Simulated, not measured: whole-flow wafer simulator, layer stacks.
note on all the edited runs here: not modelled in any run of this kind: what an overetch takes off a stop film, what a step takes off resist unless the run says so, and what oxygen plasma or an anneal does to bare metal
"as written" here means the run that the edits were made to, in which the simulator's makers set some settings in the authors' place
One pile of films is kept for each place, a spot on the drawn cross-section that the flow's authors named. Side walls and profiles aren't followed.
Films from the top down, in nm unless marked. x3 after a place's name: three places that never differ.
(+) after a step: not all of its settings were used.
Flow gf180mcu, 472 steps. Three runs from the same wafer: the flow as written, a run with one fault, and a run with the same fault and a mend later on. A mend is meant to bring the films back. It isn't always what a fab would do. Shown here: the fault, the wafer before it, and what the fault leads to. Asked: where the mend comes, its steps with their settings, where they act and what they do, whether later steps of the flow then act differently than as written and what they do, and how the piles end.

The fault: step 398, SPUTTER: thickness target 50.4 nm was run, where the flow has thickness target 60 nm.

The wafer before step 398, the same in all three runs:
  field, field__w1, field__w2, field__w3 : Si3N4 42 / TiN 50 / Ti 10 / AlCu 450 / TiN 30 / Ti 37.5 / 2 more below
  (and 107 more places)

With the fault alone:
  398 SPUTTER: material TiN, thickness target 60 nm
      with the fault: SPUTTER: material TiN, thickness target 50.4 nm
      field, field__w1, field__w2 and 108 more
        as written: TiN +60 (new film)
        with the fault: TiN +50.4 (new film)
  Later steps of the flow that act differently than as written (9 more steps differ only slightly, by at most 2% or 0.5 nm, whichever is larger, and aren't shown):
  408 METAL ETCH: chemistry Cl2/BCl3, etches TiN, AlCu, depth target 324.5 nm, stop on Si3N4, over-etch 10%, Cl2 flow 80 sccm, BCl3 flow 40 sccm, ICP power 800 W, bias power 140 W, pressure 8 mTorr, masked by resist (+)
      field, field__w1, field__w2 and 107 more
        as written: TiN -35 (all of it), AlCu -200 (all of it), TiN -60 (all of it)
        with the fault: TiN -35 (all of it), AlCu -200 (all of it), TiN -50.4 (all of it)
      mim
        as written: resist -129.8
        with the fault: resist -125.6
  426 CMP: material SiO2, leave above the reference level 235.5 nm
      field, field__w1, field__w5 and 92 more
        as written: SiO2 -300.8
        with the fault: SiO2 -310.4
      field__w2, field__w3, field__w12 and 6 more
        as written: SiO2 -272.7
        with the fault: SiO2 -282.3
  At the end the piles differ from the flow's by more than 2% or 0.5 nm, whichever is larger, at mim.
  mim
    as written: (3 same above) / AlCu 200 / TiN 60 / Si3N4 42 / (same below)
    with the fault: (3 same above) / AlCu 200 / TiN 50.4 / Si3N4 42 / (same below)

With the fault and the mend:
  The mend comes after step 398.
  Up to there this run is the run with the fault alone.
  398a SPUTTER: material TiN, thickness target 9.6 nm (the flow's step 398 once more, with other settings)
      field, field__w1, field__w2 and 108 more
        TiN +9.6
  No later step of the flow acts differently than as written at any place that is followed.
  At the end the piles are the same as the flow's at every place that both follow.
